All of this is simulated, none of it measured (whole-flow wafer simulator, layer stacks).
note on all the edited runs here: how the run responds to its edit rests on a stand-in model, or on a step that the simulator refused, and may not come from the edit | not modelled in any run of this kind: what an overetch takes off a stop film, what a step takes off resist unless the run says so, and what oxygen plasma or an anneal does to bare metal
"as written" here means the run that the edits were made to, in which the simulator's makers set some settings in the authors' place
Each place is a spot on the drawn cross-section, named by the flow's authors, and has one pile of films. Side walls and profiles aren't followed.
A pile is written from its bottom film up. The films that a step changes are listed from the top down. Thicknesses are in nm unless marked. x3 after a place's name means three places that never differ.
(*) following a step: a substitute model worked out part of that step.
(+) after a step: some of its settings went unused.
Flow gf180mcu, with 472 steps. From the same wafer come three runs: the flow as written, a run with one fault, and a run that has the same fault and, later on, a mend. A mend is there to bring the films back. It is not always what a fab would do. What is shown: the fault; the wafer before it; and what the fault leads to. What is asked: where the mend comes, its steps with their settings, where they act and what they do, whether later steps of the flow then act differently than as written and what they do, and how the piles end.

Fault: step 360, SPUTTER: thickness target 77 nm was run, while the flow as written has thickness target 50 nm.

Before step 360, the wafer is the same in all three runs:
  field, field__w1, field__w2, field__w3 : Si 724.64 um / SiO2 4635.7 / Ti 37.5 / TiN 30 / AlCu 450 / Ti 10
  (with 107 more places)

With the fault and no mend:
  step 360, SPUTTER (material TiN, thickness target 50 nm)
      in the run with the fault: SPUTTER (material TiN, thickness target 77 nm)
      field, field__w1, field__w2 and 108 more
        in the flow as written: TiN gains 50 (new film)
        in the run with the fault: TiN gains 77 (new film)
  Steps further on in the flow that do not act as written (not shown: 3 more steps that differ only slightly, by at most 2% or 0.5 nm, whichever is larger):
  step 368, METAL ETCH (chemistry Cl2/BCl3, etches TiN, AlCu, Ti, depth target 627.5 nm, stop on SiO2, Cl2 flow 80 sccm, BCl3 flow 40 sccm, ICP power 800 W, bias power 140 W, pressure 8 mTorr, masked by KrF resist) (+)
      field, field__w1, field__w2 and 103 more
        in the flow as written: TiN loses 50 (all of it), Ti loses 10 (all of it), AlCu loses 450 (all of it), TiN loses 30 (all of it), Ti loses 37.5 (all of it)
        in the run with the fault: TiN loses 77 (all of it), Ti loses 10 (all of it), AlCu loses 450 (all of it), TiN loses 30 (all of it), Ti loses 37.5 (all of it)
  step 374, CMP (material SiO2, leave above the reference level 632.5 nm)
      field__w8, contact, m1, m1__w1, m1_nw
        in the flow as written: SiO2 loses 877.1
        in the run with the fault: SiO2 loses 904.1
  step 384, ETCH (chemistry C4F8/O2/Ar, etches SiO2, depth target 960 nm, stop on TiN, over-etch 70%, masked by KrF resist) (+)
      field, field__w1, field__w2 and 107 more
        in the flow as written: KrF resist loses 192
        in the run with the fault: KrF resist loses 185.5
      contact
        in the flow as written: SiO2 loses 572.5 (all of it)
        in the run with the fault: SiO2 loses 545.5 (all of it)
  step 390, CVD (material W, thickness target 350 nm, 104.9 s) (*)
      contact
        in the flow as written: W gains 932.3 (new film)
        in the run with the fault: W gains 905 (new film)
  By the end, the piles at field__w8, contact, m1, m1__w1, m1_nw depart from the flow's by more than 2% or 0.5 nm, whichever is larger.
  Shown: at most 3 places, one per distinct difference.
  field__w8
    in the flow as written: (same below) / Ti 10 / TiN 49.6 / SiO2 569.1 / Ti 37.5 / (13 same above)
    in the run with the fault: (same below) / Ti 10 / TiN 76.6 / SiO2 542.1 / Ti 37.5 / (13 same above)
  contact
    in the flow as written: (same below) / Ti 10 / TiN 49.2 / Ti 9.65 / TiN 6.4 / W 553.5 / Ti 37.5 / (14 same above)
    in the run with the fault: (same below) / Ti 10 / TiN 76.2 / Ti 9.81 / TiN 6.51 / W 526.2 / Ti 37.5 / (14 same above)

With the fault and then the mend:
  The mend stands after step 367.
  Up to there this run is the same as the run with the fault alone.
  step 367a, STRIP (chemistry O2/N2, power 2160 W, pressure 1700 mTorr) (*)
      field__w8, contact, m1, m1__w1, m1_nw
        KrF resist loses 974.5 (all of it)
  step 367b, METAL ETCH (chemistry Cl2/BCl3, etches TiN, AlCu, Ti, depth target 27 nm, Cl2 flow 80 sccm, BCl3 flow 40 sccm, ICP power 800 W, bias power 140 W, pressure 8 mTorr) (the flow's step 260 again, with other settings)
      field, field__w1, field__w2 and 108 more
        TiN loses 27
  step 367c, HMDS (120 C, 60 s) (the flow's step 362 again)
      alters no film at any place that is followed
  step 367d, COAT (KrF resist, thickness 1000 nm) (the flow's step 363 again)
      field, field__w1, field__w2 and 108 more
        KrF resist gains 1000 (new film)
  step 367e, SOFTBAKE (KrF resist) (the flow's step 364 again)
      alters no film at any place that is followed
  step 367f, EXPOSE (photomask Metal4) (the flow's step 365 again)
      alters no film at any place that is followed
  step 367g, PEB (KrF resist, 135 C, 90 s) (the flow's step 366 again)
      field, field__w1, field__w2 and 108 more
        KrF resist loses 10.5
  step 367h, DEVELOP (thickness 1000 nm, 60 s) (the flow's step 367 again)
      field, field__w1, field__w2 and 103 more
        KrF resist loses 989.5 (all of it)
      field__w8, contact, m1, m1__w1, m1_nw
        KrF resist loses 14.9
  Later steps of the flow that are run all act as written at every place that is followed.
  By the end, the piles equal the flow's at every place that both follow.
